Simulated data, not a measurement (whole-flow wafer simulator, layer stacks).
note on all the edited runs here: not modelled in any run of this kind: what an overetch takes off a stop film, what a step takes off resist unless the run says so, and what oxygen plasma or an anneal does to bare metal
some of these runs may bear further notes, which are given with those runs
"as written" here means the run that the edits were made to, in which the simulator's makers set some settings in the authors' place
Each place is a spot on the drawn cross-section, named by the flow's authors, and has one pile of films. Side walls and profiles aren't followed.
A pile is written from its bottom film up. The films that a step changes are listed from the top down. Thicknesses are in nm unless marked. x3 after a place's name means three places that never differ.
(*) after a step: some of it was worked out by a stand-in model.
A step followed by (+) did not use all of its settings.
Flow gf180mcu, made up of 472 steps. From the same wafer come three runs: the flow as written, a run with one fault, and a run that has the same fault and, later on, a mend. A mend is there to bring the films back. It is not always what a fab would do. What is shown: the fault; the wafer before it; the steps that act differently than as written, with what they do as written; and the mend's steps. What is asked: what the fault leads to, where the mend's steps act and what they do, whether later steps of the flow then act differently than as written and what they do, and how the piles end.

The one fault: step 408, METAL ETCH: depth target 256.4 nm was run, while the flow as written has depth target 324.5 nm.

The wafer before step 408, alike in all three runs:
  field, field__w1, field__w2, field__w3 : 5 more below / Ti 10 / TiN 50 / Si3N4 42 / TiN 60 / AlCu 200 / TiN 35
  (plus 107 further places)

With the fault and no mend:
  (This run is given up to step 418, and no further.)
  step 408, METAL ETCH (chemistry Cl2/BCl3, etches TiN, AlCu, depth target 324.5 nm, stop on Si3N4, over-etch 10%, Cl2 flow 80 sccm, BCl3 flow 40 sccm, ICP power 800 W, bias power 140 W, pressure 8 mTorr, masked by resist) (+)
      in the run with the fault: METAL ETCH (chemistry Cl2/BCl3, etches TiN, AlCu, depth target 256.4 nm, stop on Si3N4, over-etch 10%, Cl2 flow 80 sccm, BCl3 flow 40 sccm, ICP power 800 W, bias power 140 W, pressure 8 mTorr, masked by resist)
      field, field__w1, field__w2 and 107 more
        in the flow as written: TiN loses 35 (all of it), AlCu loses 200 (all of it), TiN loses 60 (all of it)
        in the run with the fault: TiN loses 35 (all of it), AlCu loses 200 (all of it), TiN loses 21.4
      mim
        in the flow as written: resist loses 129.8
        in the run with the fault: resist loses 102.6
  Steps further on in the flow that do not act as written (3 more steps, not shown, differ only slightly: by at most 2% or 0.5 nm, whichever is larger):
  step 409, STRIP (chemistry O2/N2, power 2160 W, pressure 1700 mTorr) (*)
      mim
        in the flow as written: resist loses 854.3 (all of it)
        in the run with the fault: resist loses 881.6 (all of it)
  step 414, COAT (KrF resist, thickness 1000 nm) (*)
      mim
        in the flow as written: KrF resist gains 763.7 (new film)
        in the run with the fault: KrF resist gains 793.2 (new film)
  The piles after step 418 differ from the flow's at field, field__w1, field__w2 and 109 more by more than 2% or 0.5 nm, whichever is larger.
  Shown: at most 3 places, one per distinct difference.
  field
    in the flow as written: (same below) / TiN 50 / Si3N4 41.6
    in the run with the fault: (same below) / TiN 50 / Si3N4 42 / TiN 38.2
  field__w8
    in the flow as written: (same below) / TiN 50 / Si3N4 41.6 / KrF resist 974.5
    in the run with the fault: (same below) / TiN 50 / Si3N4 42 / TiN 38.2 / KrF resist 974.5
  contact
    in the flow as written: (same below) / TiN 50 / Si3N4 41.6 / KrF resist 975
    in the run with the fault: (same below) / TiN 50 / Si3N4 42 / TiN 38.2 / KrF resist 974.9

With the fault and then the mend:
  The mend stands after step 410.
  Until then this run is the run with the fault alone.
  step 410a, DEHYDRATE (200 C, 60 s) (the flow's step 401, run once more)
      alters no film at any place that is followed
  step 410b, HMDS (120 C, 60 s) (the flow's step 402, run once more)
      alters no film at any place that is followed
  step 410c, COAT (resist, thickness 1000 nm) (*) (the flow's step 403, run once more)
      field__w8, m1__w1, iso_ptap_pw and 39 more
        resist gains 1000 (new film)
      p_well, sti, spacer, sd_n, mim_1p0, pad, dice_street
        resist gains 1000.5 (new film)
      n_well, sd_p, gate_p, contact, m1, nw_enc_fld_lv__w3
        resist gains 1000.9 (new film)
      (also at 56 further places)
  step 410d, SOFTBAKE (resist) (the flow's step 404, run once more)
      npoly_u, ppoly_u
        resist gains 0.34
      field
        resist loses 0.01
      field__w2
        resist gains 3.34
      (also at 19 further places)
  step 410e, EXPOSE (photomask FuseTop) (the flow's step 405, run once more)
      alters no film at any place that is followed
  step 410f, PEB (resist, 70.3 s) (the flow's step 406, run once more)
      field, field__w1, field__w5 and 95 more
        resist loses 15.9
      field__w2, field__w3, field__w12, pplus_u, nw_enc_fld_lv__w1, nw_enc_fld_lv__w4
        resist loses 16
      field__w7, field__w11, field__w13, ppoly_u, npoly_sal
        resist loses 16.2
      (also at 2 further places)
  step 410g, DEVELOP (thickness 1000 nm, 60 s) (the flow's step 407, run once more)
      field__w8, m1__w1, iso_ptap_pw and 39 more
        resist loses 984.1 (all of it)
      p_well, sti, spacer, sd_n, mim_1p0, pad, dice_street
        resist loses 984.7 (all of it)
      field, ld_fp_p, ld_drift_p, ld_drn_p, ld_body_p_dnw, m1_nw
        resist loses 985.6 (all of it)
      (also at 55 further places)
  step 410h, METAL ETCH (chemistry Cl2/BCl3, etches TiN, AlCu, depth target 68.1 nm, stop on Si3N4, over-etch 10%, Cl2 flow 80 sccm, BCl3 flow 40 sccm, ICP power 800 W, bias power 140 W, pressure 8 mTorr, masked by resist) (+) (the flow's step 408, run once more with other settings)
      field, field__w1, field__w2 and 107 more
        TiN loses 38.2 (all of it)
      mim
        resist loses 16.8
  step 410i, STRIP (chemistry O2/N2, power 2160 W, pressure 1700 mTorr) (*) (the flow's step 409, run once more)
      mim
        resist loses 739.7 (all of it)
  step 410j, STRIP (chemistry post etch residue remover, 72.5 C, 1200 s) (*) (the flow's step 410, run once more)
      field, field__w1, field__w2 and 107 more
        Si3N4 loses 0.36
      mim
        TiN loses 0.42
  Later steps of the flow that are run all act as written at every place that is followed, up to a difference of at most 2% or 0.5 nm, whichever is larger.
  When the end is reached, the piles differ only a little from the flow's at the places that both follow, at most by 2% or 0.5 nm, whichever is larger.
